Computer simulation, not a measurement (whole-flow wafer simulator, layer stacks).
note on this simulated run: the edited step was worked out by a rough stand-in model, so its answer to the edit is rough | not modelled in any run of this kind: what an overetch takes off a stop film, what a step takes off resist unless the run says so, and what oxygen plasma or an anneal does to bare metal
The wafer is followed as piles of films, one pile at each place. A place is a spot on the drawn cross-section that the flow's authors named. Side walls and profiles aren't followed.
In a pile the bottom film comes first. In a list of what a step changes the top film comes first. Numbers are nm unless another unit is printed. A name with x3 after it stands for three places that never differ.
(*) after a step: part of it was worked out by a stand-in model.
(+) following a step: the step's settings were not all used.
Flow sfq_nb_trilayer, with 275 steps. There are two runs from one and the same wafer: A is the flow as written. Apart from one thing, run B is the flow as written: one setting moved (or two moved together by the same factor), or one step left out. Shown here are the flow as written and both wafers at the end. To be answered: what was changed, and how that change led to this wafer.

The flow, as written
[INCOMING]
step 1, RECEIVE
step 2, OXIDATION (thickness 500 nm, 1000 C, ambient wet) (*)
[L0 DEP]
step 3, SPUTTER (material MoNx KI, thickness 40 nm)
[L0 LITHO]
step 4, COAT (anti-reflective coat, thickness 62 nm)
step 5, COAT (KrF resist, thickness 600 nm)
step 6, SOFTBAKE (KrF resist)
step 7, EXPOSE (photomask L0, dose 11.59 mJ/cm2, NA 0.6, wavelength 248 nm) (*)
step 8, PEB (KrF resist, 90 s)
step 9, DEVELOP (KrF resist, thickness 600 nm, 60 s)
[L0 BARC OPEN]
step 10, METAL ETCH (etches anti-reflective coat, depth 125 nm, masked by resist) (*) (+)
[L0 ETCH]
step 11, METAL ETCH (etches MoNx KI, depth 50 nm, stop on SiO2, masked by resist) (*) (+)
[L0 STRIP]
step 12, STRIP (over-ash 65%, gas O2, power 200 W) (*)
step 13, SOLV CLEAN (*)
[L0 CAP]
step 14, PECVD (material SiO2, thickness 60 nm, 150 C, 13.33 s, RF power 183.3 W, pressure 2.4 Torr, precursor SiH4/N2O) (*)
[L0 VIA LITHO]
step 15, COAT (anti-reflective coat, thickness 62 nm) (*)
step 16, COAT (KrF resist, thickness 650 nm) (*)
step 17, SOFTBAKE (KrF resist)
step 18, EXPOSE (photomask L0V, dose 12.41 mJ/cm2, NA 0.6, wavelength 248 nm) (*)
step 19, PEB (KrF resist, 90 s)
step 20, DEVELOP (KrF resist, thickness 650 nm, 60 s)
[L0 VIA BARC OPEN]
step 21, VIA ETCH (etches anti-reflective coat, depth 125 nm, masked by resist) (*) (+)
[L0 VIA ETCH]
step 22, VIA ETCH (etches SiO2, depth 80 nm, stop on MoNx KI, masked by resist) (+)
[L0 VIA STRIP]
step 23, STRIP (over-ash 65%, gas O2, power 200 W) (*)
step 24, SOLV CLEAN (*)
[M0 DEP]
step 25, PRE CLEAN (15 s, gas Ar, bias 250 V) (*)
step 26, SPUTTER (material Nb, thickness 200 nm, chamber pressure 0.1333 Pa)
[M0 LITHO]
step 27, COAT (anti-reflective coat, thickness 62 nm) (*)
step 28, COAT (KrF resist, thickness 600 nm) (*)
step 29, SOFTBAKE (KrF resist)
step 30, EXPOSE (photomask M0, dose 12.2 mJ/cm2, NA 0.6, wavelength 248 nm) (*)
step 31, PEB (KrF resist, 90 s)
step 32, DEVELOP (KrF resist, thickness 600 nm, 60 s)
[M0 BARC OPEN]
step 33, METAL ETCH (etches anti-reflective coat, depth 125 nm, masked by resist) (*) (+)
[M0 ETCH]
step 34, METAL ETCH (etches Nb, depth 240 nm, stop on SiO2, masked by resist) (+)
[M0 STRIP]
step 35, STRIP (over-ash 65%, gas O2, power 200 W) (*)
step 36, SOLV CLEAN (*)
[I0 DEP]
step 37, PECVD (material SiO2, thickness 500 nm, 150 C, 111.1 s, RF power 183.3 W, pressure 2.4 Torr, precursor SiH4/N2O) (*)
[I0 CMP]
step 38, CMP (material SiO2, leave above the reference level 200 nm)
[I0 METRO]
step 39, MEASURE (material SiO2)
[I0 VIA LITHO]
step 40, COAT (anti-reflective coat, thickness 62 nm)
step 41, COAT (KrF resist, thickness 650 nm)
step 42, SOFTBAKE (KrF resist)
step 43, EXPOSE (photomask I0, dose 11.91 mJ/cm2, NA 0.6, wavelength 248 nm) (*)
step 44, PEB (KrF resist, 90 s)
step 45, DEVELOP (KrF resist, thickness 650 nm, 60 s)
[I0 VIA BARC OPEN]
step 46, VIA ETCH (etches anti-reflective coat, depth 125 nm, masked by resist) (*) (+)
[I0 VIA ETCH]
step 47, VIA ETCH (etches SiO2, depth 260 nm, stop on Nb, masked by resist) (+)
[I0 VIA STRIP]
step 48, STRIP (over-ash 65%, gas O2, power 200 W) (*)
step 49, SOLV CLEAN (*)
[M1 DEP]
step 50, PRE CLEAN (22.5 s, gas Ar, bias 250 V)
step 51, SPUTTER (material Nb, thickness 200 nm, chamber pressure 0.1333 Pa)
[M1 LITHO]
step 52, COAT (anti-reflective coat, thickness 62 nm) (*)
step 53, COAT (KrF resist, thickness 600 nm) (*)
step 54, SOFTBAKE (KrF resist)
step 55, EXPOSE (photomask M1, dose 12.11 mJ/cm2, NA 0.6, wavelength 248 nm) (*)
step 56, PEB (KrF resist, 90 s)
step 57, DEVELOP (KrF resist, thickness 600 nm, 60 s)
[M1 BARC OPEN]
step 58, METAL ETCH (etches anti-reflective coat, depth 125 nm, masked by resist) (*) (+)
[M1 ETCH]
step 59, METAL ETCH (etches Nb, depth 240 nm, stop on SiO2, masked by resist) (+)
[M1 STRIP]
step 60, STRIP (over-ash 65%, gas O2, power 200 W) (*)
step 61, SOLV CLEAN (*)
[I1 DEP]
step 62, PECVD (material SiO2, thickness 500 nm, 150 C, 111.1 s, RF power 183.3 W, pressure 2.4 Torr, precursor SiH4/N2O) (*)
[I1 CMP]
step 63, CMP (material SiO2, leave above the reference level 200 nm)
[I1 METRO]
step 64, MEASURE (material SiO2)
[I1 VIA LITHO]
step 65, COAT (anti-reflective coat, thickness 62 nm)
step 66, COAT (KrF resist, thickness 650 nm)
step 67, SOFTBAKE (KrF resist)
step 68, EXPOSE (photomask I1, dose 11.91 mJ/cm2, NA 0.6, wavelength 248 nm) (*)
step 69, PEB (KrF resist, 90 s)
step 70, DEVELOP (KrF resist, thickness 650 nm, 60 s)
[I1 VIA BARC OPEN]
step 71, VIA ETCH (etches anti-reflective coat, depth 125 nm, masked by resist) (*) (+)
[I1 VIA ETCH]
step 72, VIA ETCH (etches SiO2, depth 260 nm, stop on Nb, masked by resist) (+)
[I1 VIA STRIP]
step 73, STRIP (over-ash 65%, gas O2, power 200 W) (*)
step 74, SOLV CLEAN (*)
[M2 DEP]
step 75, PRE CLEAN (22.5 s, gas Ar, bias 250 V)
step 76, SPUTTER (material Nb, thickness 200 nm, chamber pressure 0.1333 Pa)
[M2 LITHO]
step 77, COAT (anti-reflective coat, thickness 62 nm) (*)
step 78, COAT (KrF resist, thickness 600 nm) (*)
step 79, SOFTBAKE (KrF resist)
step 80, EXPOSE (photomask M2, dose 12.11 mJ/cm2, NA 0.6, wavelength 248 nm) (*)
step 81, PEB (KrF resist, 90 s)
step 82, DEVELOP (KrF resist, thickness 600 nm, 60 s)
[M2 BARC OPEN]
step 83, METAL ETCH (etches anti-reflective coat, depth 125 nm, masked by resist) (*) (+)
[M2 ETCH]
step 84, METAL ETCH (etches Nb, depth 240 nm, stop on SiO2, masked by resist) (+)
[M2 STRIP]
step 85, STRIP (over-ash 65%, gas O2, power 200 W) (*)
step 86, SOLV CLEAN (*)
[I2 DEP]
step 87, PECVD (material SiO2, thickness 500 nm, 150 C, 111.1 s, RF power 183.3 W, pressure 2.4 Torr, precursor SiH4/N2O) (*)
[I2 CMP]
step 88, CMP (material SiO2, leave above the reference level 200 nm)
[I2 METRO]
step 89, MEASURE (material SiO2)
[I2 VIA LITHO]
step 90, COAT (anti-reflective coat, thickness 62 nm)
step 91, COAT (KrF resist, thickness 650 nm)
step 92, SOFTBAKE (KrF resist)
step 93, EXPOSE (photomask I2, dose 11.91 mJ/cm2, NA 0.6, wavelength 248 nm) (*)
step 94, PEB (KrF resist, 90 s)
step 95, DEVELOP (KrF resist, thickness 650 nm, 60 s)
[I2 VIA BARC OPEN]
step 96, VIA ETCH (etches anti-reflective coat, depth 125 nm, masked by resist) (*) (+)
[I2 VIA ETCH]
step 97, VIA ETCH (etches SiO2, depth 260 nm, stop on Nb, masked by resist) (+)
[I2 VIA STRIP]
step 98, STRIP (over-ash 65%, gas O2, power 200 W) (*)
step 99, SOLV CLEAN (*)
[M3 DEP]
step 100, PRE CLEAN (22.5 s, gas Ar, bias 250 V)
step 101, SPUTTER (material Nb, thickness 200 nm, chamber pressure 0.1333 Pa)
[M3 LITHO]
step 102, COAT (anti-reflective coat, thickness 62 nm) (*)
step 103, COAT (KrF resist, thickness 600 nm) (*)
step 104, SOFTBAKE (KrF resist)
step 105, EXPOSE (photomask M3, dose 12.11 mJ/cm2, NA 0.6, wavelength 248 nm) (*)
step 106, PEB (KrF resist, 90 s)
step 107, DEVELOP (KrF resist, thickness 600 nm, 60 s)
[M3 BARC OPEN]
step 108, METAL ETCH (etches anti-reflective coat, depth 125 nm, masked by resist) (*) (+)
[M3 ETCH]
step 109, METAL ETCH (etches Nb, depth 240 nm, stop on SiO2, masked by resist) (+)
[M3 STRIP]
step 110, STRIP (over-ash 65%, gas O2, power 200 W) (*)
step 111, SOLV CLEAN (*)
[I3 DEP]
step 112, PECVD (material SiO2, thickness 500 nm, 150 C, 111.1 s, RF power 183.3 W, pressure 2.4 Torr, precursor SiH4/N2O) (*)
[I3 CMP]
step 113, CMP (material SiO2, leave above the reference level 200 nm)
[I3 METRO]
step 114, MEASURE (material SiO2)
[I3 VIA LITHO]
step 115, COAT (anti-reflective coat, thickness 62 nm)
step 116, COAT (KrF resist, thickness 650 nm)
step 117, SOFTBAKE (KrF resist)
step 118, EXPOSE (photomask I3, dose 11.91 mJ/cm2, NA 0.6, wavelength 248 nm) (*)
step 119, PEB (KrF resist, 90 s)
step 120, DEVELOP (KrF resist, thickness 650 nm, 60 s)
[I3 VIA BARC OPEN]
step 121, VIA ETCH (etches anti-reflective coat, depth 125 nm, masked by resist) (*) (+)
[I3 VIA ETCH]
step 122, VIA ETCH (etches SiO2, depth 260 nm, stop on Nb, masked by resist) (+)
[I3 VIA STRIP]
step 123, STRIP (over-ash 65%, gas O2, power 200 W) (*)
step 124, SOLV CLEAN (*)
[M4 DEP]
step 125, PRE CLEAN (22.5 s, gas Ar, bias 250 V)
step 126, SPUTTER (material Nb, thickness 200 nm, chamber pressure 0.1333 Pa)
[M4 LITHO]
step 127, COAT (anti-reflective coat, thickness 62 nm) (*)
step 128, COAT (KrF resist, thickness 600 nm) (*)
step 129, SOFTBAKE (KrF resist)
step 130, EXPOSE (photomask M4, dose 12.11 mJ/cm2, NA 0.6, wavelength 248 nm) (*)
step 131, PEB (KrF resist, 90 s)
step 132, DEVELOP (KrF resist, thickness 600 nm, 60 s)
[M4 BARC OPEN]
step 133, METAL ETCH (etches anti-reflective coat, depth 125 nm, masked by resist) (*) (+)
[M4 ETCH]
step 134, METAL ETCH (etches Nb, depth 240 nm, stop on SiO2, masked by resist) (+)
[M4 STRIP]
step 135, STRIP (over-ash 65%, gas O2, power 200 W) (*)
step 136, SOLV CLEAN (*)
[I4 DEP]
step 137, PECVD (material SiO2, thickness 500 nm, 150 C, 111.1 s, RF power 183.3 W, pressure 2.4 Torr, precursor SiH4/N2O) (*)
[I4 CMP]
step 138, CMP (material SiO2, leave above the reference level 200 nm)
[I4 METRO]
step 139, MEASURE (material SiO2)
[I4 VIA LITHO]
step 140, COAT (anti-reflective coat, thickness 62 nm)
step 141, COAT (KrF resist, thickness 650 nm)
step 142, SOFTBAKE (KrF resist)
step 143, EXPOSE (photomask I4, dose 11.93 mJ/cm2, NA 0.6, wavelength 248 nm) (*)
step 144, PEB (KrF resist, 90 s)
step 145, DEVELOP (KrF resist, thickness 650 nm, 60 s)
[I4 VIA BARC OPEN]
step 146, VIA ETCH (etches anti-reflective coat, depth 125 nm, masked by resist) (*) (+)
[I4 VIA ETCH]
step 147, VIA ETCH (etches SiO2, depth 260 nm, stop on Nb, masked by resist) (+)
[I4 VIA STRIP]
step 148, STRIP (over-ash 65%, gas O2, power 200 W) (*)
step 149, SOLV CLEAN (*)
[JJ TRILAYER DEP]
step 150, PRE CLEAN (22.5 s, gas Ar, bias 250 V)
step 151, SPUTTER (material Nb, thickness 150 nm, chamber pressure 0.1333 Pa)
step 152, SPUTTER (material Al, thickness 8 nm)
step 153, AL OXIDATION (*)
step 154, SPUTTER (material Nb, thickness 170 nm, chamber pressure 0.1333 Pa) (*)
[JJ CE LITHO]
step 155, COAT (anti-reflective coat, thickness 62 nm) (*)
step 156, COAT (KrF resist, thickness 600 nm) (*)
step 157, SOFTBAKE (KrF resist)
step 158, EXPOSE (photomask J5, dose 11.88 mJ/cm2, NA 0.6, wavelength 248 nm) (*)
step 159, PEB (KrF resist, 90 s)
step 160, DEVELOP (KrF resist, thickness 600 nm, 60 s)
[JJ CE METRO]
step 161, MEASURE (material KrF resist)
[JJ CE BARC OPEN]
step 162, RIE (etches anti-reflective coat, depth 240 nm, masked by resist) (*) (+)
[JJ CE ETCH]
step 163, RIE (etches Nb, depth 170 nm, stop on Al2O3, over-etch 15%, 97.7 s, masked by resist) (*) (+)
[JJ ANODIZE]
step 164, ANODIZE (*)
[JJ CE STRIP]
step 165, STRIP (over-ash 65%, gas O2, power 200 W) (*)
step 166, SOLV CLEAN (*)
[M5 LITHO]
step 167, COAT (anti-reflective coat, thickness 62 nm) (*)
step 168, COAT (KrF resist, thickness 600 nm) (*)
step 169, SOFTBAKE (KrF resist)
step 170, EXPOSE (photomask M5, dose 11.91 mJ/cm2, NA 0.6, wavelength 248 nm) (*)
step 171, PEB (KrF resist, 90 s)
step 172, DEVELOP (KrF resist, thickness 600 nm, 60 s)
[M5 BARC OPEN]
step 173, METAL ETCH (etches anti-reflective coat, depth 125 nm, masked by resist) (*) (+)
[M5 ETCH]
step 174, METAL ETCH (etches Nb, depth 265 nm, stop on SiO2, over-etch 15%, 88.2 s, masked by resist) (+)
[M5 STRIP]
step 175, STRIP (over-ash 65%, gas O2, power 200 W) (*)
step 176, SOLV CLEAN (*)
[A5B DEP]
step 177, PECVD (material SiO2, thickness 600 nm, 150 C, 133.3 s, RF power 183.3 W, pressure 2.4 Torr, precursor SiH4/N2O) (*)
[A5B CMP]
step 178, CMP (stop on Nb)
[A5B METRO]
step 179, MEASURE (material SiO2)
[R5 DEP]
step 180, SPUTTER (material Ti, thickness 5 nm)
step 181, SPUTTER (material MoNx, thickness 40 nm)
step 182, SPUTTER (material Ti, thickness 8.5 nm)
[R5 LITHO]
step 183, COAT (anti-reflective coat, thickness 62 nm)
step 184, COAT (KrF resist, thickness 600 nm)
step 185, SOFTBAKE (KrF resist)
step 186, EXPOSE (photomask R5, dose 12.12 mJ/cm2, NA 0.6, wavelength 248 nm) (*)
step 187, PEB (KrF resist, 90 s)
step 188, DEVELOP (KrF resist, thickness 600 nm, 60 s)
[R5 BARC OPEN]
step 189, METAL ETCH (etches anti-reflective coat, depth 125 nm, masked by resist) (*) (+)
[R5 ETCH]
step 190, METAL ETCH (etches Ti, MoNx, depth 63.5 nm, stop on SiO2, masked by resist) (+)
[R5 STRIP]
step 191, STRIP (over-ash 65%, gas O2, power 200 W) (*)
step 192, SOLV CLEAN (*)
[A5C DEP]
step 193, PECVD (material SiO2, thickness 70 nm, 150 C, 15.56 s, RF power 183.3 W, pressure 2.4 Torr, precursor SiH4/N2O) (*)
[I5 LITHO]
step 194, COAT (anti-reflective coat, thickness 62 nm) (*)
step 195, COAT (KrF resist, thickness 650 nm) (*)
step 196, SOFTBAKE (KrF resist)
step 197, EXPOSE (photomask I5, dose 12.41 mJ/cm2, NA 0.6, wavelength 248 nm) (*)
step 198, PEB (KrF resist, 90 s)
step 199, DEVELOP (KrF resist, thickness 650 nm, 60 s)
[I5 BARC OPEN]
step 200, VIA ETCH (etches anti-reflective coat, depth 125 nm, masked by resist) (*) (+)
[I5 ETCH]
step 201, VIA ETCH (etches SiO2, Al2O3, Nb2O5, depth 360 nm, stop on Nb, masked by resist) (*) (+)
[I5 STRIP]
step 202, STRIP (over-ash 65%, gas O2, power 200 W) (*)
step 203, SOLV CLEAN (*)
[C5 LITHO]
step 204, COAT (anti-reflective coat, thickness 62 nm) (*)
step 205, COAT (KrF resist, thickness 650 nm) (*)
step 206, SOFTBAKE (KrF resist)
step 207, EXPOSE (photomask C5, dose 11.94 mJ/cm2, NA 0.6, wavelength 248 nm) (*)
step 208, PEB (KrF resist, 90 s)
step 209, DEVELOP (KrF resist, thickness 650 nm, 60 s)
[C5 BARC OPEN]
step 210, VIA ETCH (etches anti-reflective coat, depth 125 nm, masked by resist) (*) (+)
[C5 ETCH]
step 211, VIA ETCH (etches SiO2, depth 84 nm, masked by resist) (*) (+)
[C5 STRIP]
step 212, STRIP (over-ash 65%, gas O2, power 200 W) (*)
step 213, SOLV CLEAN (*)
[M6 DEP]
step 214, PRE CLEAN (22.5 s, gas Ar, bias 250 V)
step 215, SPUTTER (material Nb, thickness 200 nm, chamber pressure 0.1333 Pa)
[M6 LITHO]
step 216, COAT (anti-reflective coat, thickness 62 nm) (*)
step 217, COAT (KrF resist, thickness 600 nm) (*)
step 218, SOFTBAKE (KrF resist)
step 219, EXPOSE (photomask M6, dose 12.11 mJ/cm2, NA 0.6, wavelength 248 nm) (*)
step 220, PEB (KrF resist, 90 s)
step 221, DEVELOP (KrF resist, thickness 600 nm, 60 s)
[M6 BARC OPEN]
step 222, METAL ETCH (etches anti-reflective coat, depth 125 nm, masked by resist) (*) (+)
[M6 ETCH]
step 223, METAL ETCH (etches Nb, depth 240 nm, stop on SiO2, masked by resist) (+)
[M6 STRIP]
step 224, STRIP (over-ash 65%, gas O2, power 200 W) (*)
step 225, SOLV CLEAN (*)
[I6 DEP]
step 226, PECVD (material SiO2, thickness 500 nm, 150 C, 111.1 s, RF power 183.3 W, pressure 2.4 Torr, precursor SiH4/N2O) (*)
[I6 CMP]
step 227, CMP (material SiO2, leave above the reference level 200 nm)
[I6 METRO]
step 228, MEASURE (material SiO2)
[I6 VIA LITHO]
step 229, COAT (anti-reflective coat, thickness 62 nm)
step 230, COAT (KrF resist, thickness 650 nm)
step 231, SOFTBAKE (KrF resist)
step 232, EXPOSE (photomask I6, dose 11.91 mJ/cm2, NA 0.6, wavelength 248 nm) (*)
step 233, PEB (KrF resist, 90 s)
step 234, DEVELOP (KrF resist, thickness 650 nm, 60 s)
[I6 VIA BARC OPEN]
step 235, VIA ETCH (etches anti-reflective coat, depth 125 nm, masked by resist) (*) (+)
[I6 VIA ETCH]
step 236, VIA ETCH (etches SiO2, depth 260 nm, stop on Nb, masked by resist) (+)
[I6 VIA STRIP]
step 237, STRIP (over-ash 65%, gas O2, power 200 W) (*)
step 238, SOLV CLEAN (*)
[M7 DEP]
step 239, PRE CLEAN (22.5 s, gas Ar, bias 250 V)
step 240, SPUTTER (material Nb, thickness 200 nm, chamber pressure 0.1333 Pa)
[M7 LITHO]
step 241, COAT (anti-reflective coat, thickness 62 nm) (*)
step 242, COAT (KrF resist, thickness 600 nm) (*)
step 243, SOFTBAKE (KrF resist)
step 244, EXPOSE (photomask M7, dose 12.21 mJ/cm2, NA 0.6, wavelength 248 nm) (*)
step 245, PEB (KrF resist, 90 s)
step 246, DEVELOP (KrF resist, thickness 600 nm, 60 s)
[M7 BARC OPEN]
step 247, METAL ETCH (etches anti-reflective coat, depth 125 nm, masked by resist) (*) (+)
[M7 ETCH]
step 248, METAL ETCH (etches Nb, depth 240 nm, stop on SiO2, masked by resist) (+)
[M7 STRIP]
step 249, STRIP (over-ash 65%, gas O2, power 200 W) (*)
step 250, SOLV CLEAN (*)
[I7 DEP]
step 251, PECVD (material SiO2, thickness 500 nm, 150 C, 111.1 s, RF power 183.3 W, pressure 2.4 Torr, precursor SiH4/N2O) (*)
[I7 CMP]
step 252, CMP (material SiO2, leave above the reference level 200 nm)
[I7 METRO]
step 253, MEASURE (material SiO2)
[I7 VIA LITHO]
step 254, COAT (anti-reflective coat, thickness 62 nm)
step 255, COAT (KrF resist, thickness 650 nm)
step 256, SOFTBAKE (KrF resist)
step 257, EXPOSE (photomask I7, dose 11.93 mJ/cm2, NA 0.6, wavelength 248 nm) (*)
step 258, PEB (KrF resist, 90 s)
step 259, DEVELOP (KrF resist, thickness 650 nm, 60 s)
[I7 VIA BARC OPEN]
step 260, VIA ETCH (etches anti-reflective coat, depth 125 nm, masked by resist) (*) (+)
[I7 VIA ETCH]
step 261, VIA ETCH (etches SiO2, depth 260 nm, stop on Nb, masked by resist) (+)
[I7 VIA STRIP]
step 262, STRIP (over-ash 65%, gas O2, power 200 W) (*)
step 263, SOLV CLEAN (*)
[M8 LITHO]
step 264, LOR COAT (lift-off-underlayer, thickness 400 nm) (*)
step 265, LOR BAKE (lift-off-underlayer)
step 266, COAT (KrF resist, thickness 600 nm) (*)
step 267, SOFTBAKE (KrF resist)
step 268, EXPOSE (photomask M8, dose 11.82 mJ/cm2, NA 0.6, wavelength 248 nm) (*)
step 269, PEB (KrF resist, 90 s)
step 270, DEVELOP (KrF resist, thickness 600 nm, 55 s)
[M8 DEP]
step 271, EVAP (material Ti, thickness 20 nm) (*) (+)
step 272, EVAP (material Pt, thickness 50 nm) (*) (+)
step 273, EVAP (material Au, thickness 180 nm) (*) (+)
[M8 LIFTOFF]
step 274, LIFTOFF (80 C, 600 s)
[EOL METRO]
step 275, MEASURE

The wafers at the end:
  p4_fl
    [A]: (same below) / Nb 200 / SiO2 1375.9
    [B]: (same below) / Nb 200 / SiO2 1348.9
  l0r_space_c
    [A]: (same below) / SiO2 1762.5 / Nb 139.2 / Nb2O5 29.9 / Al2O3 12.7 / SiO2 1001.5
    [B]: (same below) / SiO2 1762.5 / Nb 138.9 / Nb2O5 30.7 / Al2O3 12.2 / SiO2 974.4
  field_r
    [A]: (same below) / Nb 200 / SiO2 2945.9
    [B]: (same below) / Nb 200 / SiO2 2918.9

The reason: step 154, SPUTTER: thickness 143 nm was run, though the flow has thickness 170 nm.

The path from the change to this, step by step:
  step 154, SPUTTER (material Nb, thickness 170 nm, chamber pressure 0.1333 Pa) (*)
      field_l, v_sur, via_sp and 100 more: A +170 Nb (new film) | B +143 Nb (new film)
      via_wl, via_wr: A +140.7 Nb (new film) | B +118.3 Nb (new film)
      (also at 1 further place)
  step 155, COAT (anti-reflective coat, thickness 62 nm) (*)
      via_wl, via_wr: A +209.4 anti-reflective coat (new film) | B +202.4 anti-reflective coat (new film)
      via_w: A +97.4 anti-reflective coat (new film) | B +95.1 anti-reflective coat (new film)
  step 162, RIE (etches anti-reflective coat, depth 240 nm, masked by resist) (*) (+)
      ce_l, c5j, ce_r, wl_jj: A -209.4 KrF resist | B -202.4 KrF resist
      via_wl, via_wr: A -209.4 anti-reflective coat (all of it) | B -202.4 anti-reflective coat (all of it)
      (also at 1 further place)
  step 163, RIE (etches Nb, depth 170 nm, stop on Al2O3, over-etch 15%, 97.7 s, masked by resist) (*) (+)
      field_l, v_sur, via_sp and 96 more: A -170 Nb (all of it), -0.51 Al2O3 | B -143 Nb (all of it), -0.96 Al2O3 (all of it)
      via_wl, via_wr: A -140.7 Nb (all of it), -0.96 Al2O3 (all of it) | B -118.3 Nb (all of it), -0.96 Al2O3 (all of it)
      (also at 1 further place)
  step 164, ANODIZE (*)
      field_l, v_sur, via_sp and 96 more: A +12.2 Al2O3, +29.9 Nb2O5 (new film), -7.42 Al (all of it), -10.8 Nb | B +12.2 Al2O3 (new film), +30.7 Nb2O5 (new film), -7.42 Al (all of it), -11.1 Nb
  step 165, STRIP (over-ash 65%, gas O2, power 200 W) (*)
      ce_l: A -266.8 KrF resist (all of it), -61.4 anti-reflective coat (all of it) | B -273.8 KrF resist (all of it), -61.4 anti-reflective coat (all of it)
      c5j: A -266.9 KrF resist (all of it), -61.5 anti-reflective coat (all of it) | B -273.8 KrF resist (all of it), -61.5 anti-reflective coat (all of it)
      (also at 2 further places)
  step 167, COAT (anti-reflective coat, thickness 62 nm) (*)
      wl_j_sl, wl_j_sr: A +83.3 anti-reflective coat (new film) | B +79.6 anti-reflective coat (new film)
      jj_sur: A +82.6 anti-reflective coat (new film) | B +79 anti-reflective coat (new film)
      (also at 5 further places)
  step 168, COAT (KrF resist, thickness 600 nm) (*)
      ce_l: A +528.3 KrF resist (new film) | B +545.2 KrF resist (new film)
      c5j: A +507.6 KrF resist (new film) | B +524.5 KrF resist (new film)
      (also at 2 further places)
  step 174, METAL ETCH (etches Nb, depth 265 nm, stop on SiO2, over-etch 15%, 88.2 s, masked by resist) (+)
      field_l, r_sur, res and 50 more: A -12.6 Al2O3 (all of it), -29.9 Nb2O5 (all of it), -139.2 Nb (all of it), -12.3 SiO2 | B -12.2 Al2O3 (all of it), -30.7 Nb2O5 (all of it), -138.9 Nb (all of it), -12.3 SiO2
  step 175, STRIP (over-ash 65%, gas O2, power 200 W) (*)
      jj_sur: A -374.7 KrF resist (all of it), -82.6 anti-reflective coat (all of it) | B -372.9 KrF resist (all of it), -79 anti-reflective coat (all of it)
      ce_l: A -299.6 KrF resist (all of it), -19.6 anti-reflective coat (all of it) | B -316.5 KrF resist (all of it), -22.6 anti-reflective coat (all of it)
      (also at 6 further places)
  step 178, CMP (stop on Nb)
      v_sur, via_sp, via_v and 43 more: A -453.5 SiO2 | B -480.6 SiO2
      field_l, p4_fl, p4_fm and 39 more: A -259.3 SiO2 | B -286.3 SiO2
      (also at 14 further places)
  step 201, VIA ETCH (etches SiO2, Al2O3, Nb2O5, depth 360 nm, stop on Nb, masked by resist) (*) (+)
      be: A -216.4 SiO2 (all of it), -12.7 Al2O3 (all of it), -29.9 Nb2O5 (all of it) | B -189.3 SiO2 (all of it), -12.2 Al2O3 (all of it), -30.7 Nb2O5 (all of it)
  step 204, COAT (anti-reflective coat, thickness 62 nm) (*)
      be: A +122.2 anti-reflective coat (new film) | B +118.2 anti-reflective coat (new film)
      be_sur: A +41.8 anti-reflective coat (new film) | B +42.8 anti-reflective coat (new film)
  step 205, COAT (KrF resist, thickness 650 nm) (*)
      be: A +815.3 KrF resist (new film) | B +796.2 KrF resist (new film)
  step 212, STRIP (over-ash 65%, gas O2, power 200 W) (*)
      be: A -728.2 KrF resist (all of it), -122.2 anti-reflective coat (all of it) | B -709.1 KrF resist (all of it), -118.2 anti-reflective coat (all of it)
      be_sur: A -559.6 KrF resist (all of it), -41.8 anti-reflective coat (all of it) | B -561.2 KrF resist (all of it), -42.8 anti-reflective coat (all of it)
  step 215, SPUTTER (material Nb, thickness 200 nm, chamber pressure 0.1333 Pa)
      be: A +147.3 Nb | B +153.5 Nb
  ... another 3 steps ...
  step 226, PECVD (material SiO2, thickness 500 nm, 150 C, 111.1 s, RF power 183.3 W, pressure 2.4 Torr, precursor SiH4/N2O) (*)
      be: A +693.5 SiO2 (new film) | B +660.7 SiO2 (new film)
